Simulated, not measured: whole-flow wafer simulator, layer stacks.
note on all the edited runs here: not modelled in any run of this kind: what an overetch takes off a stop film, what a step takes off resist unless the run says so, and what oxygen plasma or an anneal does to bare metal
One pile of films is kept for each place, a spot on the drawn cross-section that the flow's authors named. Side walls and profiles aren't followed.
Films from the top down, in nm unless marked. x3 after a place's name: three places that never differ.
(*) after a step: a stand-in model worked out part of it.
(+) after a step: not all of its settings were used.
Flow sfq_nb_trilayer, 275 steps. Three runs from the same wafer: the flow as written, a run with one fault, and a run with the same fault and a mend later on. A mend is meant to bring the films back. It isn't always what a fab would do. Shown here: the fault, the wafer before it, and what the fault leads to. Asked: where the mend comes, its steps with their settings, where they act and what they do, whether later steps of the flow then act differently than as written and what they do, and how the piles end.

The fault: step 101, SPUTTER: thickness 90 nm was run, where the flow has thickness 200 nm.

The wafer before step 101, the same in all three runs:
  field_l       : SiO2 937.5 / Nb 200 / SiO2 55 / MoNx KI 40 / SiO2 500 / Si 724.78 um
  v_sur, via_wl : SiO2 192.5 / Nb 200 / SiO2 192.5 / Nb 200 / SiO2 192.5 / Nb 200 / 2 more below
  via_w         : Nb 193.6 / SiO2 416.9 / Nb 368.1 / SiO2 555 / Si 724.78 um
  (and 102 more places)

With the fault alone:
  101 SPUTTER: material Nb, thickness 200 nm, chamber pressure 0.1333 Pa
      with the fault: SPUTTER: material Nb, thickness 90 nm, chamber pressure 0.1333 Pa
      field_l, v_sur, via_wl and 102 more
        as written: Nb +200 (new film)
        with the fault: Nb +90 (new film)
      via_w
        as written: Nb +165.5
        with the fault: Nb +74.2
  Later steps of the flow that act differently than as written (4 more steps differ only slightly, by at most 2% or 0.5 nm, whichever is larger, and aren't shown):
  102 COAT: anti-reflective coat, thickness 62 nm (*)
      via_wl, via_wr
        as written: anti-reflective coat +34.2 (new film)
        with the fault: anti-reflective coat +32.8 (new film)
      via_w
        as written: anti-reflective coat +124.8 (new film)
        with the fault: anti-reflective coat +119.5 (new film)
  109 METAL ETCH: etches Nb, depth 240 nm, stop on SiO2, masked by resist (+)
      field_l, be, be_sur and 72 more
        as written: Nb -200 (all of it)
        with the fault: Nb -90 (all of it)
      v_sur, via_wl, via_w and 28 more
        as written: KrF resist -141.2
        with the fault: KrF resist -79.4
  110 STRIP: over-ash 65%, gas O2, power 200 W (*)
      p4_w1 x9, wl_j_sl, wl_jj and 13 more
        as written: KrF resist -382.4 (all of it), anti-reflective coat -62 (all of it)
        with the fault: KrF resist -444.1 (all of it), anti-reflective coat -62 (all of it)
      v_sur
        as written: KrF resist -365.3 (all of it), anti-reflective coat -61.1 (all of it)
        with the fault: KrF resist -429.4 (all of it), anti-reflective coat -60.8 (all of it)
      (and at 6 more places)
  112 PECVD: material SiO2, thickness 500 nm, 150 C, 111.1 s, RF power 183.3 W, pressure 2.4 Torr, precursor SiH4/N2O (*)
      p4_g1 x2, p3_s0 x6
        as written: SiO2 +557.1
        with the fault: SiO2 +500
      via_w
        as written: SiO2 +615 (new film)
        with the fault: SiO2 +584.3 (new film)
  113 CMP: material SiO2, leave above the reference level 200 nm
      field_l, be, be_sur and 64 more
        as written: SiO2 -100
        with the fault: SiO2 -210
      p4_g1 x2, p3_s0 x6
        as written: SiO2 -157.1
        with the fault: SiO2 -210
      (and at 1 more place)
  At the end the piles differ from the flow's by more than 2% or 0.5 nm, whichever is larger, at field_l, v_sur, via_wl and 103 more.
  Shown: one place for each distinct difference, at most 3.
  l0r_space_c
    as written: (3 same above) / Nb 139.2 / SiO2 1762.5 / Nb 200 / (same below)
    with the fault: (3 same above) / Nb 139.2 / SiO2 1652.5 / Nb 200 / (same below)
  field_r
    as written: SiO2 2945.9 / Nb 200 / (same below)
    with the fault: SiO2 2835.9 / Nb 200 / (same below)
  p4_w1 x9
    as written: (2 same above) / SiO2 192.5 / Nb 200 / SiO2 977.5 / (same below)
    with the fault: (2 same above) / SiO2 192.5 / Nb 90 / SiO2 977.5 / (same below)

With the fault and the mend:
  The mend comes after step 101.
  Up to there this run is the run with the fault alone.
  101a SPUTTER: material Nb, thickness 110 nm, chamber pressure 0.1333 Pa (the flow's step 101 once more, with other settings)
      field_l, v_sur, via_wl and 102 more
        Nb +110
      via_w
        Nb +90.4
  No later step of the flow acts differently than as written, at any place that is followed, by more than 2% or 0.5 nm, whichever is larger.
  At the end the piles differ from the flow's only slightly at the places that both follow, by at most 2% or 0.5 nm, whichever is larger.
